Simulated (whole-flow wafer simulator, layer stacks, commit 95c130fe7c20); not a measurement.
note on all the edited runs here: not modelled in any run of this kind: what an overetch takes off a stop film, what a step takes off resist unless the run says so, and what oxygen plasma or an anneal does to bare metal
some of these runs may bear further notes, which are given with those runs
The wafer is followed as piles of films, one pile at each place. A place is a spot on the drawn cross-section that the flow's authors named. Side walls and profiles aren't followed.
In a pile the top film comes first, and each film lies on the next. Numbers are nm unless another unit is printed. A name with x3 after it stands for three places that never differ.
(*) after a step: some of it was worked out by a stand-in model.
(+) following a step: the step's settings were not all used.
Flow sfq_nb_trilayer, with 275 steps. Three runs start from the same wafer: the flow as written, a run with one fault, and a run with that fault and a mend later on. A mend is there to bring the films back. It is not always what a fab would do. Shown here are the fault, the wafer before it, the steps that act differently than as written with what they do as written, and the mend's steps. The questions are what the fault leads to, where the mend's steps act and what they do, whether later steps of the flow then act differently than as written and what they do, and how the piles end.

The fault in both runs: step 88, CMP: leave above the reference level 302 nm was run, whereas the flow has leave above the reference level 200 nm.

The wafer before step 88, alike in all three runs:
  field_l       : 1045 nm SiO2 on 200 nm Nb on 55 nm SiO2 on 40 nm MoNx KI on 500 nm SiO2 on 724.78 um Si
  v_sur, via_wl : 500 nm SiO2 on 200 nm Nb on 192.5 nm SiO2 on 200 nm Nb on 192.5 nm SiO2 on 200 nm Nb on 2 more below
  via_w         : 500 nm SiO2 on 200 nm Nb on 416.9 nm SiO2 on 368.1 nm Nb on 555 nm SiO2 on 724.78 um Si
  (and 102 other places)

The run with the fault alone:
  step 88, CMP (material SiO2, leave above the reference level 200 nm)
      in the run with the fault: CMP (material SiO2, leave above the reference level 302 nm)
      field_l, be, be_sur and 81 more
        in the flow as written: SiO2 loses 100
        in the run with the fault: nothing
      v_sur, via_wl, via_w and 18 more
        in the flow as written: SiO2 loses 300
        in the run with the fault: SiO2 loses 198
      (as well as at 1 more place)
  Steps further on in the flow that do not act as written (8 more steps, not shown, differ only slightly: by at most 2% or 0.5 nm, whichever is larger):
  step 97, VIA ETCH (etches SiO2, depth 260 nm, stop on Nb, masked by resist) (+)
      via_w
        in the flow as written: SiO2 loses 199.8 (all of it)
        in the run with the fault: SiO2 loses 260
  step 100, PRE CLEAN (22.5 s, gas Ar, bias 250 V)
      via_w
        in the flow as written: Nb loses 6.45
        in the run with the fault: SiO2 loses 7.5
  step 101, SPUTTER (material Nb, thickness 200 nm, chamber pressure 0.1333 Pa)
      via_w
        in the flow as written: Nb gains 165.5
        in the run with the fault: Nb gains 152.6 (new film)
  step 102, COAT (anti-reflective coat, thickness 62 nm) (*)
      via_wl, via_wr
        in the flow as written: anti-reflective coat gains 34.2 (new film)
        in the run with the fault: anti-reflective coat gains 22.9 (new film)
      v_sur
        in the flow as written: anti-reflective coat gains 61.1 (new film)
        in the run with the fault: anti-reflective coat gains 55.4 (new film)
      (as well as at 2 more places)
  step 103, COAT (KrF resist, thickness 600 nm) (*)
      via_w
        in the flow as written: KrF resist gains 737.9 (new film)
        in the run with the fault: KrF resist gains 793.5 (new film)
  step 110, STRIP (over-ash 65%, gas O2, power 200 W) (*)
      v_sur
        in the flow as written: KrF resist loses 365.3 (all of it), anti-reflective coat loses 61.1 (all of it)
        in the run with the fault: KrF resist loses 361.5 (all of it), anti-reflective coat loses 55.4 (all of it)
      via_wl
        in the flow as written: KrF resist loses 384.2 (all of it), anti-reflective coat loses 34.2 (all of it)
        in the run with the fault: KrF resist loses 382.9 (all of it), anti-reflective coat loses 22.9 (all of it)
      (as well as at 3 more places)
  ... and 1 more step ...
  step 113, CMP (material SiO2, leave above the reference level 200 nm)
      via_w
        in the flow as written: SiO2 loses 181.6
        in the run with the fault: SiO2 loses 157.1
  At field_l, v_sur, via_wl and 103 more, the piles at the end differ from the flow's by more than 2% or 0.5 nm, whichever is larger.
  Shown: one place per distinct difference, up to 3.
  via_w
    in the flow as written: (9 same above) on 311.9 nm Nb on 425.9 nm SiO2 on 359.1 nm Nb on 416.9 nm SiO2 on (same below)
    in the run with the fault: (9 same above) on 311.9 nm Nb on 500.1 nm SiO2 on 152.6 nm Nb on 34.3 nm SiO2 on 200 nm Nb on 416.9 nm SiO2 on (same below)
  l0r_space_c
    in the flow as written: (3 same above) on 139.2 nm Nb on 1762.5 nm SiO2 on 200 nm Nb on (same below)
    in the run with the fault: (3 same above) on 139.2 nm Nb on 1864.5 nm SiO2 on 200 nm Nb on (same below)
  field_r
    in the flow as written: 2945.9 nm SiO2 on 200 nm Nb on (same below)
    in the run with the fault: 3047.9 nm SiO2 on 200 nm Nb on (same below)

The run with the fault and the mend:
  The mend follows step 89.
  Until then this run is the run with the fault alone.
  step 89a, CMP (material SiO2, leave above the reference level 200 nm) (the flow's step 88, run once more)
      field_l, be, be_sur and 81 more
        SiO2 loses 100
      v_sur, via_wl, via_w and 19 more
        SiO2 loses 102
  None of the later steps of the flow acts differently than as written at any place that is followed.
  By the end, the piles equal the flow's at every place that both follow.
